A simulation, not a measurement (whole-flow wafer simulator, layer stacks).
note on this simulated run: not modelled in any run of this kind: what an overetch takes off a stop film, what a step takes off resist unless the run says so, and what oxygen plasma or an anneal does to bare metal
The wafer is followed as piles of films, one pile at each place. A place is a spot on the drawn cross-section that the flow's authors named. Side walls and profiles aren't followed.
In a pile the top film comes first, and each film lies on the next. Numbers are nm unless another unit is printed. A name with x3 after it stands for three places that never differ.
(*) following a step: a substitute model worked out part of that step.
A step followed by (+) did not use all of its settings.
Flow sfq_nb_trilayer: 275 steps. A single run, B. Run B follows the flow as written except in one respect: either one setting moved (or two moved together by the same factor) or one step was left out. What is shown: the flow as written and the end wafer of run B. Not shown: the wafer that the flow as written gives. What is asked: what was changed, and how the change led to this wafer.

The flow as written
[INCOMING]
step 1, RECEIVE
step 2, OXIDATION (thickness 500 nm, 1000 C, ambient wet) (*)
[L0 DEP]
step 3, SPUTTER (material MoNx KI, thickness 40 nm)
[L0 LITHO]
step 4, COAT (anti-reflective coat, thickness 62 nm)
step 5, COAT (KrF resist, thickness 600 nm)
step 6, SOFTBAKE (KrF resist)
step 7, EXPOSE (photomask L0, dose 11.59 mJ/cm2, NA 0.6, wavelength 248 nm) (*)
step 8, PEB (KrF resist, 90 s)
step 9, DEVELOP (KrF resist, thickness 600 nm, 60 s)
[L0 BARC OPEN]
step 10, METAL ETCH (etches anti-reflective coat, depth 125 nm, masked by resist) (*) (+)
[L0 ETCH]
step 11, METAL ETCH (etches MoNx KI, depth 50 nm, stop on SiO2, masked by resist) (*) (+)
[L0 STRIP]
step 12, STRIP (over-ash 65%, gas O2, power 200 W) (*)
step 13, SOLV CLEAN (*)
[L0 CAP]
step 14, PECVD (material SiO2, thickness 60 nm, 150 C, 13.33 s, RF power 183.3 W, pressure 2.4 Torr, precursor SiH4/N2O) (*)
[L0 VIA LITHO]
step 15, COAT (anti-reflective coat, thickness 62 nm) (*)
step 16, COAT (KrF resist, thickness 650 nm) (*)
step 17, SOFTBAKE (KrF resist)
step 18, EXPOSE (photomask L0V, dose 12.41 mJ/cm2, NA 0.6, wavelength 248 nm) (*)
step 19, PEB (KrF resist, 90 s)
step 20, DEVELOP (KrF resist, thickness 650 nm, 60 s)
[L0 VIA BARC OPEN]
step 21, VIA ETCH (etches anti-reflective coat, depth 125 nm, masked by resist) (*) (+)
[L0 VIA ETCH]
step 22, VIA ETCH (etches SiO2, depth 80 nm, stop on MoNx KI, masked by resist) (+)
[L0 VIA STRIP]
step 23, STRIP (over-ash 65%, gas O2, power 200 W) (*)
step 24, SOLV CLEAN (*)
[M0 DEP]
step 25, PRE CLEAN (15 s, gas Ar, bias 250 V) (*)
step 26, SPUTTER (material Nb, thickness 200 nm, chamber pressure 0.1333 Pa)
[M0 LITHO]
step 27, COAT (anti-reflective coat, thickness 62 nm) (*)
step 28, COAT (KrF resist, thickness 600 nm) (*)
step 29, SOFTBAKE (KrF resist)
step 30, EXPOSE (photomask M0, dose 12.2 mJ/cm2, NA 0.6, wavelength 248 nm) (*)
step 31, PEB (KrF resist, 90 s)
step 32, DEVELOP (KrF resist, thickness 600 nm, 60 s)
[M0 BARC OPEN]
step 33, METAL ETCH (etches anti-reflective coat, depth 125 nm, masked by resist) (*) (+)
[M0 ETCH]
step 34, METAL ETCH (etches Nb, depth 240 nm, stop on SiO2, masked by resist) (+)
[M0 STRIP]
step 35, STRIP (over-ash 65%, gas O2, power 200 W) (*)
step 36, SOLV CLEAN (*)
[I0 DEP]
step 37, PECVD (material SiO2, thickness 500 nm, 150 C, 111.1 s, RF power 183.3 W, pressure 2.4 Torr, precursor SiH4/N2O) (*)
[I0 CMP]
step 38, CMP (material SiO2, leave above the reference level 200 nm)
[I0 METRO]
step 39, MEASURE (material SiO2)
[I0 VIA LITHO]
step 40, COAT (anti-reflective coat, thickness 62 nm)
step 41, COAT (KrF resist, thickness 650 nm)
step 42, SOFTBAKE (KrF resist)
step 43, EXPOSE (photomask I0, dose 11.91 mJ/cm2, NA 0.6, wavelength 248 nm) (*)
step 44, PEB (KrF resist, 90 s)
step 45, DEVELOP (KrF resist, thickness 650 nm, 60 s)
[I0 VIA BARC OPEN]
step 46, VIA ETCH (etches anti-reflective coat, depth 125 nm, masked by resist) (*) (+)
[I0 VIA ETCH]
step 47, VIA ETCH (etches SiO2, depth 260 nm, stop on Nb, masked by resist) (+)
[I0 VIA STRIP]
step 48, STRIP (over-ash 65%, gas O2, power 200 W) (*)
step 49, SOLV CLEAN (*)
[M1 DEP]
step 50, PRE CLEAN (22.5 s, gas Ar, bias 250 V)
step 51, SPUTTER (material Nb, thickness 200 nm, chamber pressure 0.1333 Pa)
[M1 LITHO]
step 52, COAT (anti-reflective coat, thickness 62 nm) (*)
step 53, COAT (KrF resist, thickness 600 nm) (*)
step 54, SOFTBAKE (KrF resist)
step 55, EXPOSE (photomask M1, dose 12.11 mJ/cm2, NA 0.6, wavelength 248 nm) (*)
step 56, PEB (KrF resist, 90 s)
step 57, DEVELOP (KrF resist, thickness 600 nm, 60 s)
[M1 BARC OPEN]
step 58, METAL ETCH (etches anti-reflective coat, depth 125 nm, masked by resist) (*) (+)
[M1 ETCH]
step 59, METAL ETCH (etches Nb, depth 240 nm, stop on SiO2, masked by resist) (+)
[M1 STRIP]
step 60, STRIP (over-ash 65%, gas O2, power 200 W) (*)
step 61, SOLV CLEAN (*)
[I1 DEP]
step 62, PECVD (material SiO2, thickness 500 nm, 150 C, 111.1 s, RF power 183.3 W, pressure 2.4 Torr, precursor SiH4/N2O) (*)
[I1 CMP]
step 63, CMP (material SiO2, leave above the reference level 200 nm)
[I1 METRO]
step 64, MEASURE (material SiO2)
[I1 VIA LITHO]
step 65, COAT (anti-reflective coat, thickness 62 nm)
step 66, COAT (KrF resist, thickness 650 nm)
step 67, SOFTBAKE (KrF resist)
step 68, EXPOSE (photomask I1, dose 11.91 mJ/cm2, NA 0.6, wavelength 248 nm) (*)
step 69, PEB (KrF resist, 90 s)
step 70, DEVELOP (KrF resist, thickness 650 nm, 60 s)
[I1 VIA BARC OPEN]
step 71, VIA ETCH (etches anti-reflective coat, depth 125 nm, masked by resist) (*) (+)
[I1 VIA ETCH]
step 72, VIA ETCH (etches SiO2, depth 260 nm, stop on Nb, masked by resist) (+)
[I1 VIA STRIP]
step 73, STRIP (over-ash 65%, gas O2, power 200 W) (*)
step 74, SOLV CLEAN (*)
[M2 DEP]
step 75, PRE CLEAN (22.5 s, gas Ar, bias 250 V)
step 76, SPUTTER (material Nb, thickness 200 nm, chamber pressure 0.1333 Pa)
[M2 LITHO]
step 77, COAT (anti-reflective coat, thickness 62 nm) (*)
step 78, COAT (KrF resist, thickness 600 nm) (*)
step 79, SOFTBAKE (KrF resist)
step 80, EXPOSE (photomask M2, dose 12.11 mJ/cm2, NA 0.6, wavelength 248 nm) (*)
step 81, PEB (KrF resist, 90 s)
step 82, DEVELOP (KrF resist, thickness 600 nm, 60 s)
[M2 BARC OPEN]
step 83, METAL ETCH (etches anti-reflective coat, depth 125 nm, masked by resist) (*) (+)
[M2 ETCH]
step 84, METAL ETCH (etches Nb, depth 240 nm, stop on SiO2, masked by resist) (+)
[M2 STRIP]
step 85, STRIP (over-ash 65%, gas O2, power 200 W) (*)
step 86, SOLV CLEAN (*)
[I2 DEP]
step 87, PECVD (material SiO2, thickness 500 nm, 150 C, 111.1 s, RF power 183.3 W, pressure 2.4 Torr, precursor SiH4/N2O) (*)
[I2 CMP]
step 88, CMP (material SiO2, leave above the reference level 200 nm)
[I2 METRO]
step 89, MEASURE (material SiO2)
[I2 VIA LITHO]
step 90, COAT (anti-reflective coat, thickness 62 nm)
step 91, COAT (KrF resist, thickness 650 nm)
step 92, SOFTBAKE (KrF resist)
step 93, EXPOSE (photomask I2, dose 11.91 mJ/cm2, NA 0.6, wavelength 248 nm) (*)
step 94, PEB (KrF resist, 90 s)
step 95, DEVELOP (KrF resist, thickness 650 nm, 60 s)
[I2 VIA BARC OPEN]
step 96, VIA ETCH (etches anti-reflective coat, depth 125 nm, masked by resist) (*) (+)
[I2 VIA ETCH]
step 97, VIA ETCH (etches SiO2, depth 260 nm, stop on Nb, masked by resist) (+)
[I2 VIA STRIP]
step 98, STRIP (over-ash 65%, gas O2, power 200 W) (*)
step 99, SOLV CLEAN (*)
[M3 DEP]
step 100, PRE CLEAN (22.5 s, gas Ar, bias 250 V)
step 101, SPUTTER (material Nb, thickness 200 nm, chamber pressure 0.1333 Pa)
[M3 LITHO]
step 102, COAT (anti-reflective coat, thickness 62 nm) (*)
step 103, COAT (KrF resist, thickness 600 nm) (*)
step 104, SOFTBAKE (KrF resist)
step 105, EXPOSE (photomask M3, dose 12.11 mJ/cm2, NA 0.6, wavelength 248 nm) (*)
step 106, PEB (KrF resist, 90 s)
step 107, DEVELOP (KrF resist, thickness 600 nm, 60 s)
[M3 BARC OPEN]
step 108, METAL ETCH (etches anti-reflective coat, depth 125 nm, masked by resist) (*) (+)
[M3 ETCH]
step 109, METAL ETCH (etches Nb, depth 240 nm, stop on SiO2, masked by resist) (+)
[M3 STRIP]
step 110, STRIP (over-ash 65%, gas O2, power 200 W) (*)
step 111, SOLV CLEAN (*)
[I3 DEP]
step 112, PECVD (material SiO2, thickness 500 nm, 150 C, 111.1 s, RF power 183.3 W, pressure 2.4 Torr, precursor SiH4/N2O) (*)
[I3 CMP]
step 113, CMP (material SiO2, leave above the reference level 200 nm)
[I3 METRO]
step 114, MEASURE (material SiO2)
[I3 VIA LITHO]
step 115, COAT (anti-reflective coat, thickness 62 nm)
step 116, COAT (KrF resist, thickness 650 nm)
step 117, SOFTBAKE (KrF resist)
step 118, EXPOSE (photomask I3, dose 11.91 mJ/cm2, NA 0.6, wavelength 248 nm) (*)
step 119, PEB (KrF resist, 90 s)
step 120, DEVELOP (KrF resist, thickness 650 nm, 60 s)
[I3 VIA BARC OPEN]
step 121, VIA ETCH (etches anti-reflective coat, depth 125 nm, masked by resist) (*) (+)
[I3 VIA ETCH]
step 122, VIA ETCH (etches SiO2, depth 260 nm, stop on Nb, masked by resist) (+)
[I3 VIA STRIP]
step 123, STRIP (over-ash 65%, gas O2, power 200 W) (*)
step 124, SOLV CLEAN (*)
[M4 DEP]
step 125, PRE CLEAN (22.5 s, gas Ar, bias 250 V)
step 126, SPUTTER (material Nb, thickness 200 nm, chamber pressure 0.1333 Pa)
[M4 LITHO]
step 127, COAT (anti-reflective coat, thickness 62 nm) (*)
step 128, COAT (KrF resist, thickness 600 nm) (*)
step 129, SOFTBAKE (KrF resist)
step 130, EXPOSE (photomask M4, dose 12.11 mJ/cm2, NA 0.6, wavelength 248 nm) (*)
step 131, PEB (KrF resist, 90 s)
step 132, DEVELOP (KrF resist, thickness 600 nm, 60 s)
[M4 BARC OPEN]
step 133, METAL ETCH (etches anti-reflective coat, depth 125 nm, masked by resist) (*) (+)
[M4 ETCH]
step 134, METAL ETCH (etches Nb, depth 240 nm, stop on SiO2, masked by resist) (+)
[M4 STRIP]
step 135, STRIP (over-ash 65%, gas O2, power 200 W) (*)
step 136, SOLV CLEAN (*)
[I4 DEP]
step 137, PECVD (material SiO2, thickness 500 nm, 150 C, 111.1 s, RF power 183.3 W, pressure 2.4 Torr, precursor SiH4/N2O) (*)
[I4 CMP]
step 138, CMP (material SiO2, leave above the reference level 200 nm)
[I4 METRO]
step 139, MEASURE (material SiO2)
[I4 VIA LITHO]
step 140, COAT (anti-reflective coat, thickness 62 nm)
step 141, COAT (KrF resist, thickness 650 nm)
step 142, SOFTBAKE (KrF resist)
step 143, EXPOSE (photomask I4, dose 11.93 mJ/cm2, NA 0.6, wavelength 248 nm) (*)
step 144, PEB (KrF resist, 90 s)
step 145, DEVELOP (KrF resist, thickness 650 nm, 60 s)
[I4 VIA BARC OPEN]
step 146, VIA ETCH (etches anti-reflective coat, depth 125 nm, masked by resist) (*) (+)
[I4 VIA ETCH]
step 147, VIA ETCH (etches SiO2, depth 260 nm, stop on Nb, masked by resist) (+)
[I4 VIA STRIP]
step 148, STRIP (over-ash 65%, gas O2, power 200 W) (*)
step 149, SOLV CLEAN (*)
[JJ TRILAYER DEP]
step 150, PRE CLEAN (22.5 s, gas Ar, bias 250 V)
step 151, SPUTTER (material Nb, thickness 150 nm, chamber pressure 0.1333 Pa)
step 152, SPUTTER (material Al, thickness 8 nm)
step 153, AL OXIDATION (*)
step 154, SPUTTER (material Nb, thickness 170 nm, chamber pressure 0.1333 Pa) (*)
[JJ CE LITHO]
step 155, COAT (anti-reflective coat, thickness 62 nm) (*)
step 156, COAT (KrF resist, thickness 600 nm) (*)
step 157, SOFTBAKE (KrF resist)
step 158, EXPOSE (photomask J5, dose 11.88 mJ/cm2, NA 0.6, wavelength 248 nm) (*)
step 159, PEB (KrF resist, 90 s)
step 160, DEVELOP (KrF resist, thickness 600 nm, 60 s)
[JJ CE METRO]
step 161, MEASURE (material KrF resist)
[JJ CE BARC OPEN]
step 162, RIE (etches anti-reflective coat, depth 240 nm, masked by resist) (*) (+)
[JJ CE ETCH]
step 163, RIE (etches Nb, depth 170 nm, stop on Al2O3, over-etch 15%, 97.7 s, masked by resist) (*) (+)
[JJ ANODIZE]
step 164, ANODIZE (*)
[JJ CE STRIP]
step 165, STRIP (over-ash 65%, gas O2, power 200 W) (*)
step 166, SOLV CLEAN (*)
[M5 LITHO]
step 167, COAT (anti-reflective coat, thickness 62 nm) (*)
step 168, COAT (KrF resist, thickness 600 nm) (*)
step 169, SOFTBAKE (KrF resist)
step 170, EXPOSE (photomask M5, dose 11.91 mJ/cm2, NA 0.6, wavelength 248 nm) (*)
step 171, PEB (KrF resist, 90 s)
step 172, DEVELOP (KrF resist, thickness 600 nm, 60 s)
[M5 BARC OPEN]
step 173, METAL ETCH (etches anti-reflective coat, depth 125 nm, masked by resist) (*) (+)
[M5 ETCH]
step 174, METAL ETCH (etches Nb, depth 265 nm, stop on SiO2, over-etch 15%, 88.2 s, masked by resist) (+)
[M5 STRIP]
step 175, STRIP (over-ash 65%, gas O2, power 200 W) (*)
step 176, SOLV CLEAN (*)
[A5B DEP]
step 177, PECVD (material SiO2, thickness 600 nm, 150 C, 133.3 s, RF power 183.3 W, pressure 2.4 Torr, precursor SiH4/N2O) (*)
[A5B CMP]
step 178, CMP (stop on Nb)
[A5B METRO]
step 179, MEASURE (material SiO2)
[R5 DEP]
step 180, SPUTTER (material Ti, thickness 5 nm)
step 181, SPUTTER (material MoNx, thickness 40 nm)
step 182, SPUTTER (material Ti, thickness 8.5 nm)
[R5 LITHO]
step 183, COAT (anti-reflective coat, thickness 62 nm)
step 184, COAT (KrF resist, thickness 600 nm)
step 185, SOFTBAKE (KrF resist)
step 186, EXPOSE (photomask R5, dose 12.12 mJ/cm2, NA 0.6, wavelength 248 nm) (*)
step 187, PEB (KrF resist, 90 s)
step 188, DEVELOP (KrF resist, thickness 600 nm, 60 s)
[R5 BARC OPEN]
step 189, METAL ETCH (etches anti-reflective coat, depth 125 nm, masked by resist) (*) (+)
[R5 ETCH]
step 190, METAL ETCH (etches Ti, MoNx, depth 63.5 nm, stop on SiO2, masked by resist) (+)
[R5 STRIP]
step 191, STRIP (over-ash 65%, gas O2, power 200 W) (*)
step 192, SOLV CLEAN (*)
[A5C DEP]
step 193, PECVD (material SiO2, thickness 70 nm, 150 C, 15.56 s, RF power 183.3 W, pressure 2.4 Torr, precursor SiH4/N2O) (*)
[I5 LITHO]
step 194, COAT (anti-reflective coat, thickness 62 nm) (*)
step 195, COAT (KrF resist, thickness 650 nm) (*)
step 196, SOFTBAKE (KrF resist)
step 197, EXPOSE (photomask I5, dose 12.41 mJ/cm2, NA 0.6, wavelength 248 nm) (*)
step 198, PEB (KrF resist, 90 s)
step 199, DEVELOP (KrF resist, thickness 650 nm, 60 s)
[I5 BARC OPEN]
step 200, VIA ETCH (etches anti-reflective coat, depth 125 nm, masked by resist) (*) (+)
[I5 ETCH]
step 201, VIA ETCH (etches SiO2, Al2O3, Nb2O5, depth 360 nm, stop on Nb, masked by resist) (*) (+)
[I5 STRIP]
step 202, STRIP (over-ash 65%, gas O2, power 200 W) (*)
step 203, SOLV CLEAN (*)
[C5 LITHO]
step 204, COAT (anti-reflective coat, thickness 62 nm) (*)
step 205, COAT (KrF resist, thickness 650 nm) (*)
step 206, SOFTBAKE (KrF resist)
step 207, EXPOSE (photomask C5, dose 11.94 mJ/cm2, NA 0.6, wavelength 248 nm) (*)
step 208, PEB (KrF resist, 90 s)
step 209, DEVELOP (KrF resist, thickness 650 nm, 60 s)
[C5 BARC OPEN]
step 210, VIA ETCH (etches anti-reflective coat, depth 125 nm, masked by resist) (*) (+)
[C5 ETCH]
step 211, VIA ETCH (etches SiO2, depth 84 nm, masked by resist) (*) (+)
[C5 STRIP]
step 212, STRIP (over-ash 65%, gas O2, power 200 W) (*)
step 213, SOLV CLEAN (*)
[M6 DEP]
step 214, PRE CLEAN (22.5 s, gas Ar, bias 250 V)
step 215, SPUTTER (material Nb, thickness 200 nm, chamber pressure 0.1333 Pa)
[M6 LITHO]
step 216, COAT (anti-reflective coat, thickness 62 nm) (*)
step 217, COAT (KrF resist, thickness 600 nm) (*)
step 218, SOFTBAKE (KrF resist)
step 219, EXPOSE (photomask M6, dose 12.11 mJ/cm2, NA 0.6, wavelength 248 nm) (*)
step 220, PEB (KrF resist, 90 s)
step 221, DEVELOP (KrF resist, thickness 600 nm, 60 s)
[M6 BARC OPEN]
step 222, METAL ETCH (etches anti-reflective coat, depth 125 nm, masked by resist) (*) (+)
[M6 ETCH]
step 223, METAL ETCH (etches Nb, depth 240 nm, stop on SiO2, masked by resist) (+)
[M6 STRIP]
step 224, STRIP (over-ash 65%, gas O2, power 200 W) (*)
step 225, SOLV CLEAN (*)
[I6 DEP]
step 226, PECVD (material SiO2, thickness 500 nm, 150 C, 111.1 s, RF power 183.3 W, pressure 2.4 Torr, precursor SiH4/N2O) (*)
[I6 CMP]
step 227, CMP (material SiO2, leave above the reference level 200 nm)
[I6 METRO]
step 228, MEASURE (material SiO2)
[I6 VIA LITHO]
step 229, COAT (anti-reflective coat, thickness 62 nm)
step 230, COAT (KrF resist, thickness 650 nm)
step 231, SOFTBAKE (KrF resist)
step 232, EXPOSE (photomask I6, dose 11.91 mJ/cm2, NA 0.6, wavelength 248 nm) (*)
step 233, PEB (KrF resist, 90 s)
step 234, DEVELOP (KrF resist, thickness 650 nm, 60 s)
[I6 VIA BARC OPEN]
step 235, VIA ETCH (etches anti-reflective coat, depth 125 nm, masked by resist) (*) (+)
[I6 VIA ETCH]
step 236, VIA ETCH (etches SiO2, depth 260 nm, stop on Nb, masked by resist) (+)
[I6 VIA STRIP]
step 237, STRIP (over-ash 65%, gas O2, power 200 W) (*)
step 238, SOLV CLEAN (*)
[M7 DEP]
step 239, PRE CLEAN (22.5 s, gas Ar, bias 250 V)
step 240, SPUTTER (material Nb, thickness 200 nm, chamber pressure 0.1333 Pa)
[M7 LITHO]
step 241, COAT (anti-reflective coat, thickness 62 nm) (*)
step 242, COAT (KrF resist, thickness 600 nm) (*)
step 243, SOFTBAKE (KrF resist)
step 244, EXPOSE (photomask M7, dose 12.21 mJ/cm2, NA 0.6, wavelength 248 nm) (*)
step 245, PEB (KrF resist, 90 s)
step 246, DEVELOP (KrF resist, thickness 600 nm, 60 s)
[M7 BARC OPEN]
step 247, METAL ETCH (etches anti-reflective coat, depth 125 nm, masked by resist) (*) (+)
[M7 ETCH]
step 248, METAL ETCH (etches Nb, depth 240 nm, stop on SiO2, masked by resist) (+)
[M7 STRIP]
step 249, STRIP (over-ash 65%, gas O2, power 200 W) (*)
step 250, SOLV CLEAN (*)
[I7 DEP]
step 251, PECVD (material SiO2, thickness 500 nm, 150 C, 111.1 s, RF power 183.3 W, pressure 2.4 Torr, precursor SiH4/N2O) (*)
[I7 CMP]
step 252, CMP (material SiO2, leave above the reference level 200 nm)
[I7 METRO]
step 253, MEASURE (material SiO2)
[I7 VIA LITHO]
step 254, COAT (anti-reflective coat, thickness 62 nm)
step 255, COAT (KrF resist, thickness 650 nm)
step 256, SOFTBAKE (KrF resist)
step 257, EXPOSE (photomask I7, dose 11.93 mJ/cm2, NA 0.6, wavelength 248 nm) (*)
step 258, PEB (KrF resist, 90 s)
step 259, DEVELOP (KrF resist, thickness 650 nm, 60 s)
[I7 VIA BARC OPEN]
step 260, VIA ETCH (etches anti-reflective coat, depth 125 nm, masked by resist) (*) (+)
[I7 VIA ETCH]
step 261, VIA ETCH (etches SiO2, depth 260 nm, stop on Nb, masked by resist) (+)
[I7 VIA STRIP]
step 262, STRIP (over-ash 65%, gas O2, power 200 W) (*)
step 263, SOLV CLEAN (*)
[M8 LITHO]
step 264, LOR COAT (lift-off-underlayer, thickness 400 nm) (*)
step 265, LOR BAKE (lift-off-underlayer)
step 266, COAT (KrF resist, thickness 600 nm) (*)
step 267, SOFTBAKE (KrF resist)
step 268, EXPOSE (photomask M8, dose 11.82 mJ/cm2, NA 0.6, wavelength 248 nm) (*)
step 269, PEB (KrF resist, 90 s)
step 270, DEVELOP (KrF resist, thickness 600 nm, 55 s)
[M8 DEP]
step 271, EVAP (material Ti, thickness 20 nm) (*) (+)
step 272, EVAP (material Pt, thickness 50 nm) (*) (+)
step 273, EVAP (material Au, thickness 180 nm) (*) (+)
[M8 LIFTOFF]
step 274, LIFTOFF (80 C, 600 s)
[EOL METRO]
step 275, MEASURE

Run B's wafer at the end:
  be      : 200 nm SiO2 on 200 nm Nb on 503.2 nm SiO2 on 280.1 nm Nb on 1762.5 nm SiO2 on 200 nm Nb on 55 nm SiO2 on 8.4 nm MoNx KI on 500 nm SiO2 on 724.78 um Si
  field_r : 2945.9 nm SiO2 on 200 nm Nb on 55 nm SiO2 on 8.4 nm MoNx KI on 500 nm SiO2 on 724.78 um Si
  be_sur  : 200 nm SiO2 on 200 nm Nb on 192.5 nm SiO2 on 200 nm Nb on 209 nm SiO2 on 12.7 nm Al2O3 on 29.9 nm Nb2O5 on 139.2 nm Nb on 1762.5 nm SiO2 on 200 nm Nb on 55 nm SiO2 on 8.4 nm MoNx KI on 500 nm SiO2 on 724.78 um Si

Cause: step 3, SPUTTER: thickness 58.4 nm was run, while the flow as written has thickness 40 nm.

How this came from the change, step by step:
  step 3, SPUTTER (material MoNx KI, thickness 40 nm)
      field_l, v_sur, via_wl and 103 more: MoNx KI gains 58.4 (new film) (in the flow as written it would be: MoNx KI gains 40 (new film))
  step 11, METAL ETCH (etches MoNx KI, depth 50 nm, stop on SiO2, masked by resist) (*) (+)
      v_sur, via_wl, via_w and 97 more: MoNx KI loses 50 (in the flow as written it would be: MoNx KI loses 40 (all of it))
  step 14, PECVD (material SiO2, thickness 60 nm, 150 C, 13.33 s, RF power 183.3 W, pressure 2.4 Torr, precursor SiH4/N2O) (*)
      v_sur, via_wl, via_w and 97 more: SiO2 gains 60 (new film) (in the flow as written it would be: SiO2 gains 60)
  step 15, COAT (anti-reflective coat, thickness 62 nm) (*)
      field_l: anti-reflective coat gains 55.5 (new film) (in the flow as written it would be: anti-reflective coat gains 56.7 (new film))
      v_sur: anti-reflective coat gains 74.9 (new film) (in the flow as written it would be: anti-reflective coat gains 72.2 (new film))
      (also at 2 further places)
  step 23, STRIP (over-ash 65%, gas O2, power 200 W) (*)
      field_l: KrF resist loses 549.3 (all of it), anti-reflective coat loses 55.5 (all of it) (in the flow as written it would be: KrF resist loses 551.4 (all of it), anti-reflective coat loses 56.7 (all of it))
      v_sur: KrF resist loses 573.1 (all of it), anti-reflective coat loses 74.9 (all of it) (in the flow as written it would be: KrF resist loses 570.5 (all of it), anti-reflective coat loses 72.2 (all of it))
      (also at 2 further places)
  step 27, COAT (anti-reflective coat, thickness 62 nm) (*)
      v_sur: anti-reflective coat gains 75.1 (new film) (in the flow as written it would be: anti-reflective coat gains 72.3 (new film))
      l0_sur: anti-reflective coat gains 46.5 (new film) (in the flow as written it would be: anti-reflective coat gains 47.5 (new film))
      (also at 1 further place)
  step 35, STRIP (over-ash 65%, gas O2, power 200 W) (*)
      v_sur: KrF resist loses 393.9 (all of it), anti-reflective coat loses 75.1 (all of it) (in the flow as written it would be: KrF resist loses 391.6 (all of it), anti-reflective coat loses 72.3 (all of it))
      l0_sur: KrF resist loses 369.2 (all of it), anti-reflective coat loses 46.5 (all of it) (in the flow as written it would be: KrF resist loses 372 (all of it), anti-reflective coat loses 47.5 (all of it))
      (also at 1 further place)
  step 38, CMP (material SiO2, leave above the reference level 200 nm)
      field_l, l0_sur, l0r_line_l, l0r_line_c, l0r_line_r: SiO2 loses 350 (in the flow as written it would be: SiO2 loses 340)
      l0v: SiO2 loses 287.8 (in the flow as written it would be: SiO2 loses 277.8)
Taking metal films that touch as one body, be has 4 bodies (between them, from the top down: SiO2 503.2; SiO2 1762.5; SiO2 55); the flow as written gives 3 bodies (between them, from the top down: SiO2 503.2; SiO2 1762.5).
Taking metal films that touch as one body, field_r has 2 bodies (between them, from the top down: SiO2 55); the flow as written gives 1 body.
Taking metal films that touch as one body, be_sur has 5 bodies (between them, from the top down: SiO2 192.5; SiO2 209 / Al2O3 12.7 / Nb2O5 29.9; SiO2 1762.5; SiO2 55); the flow as written gives 4 bodies (between them, from the top down: SiO2 192.5; SiO2 209 / Al2O3 12.7 / Nb2O5 29.9; SiO2 1762.5).
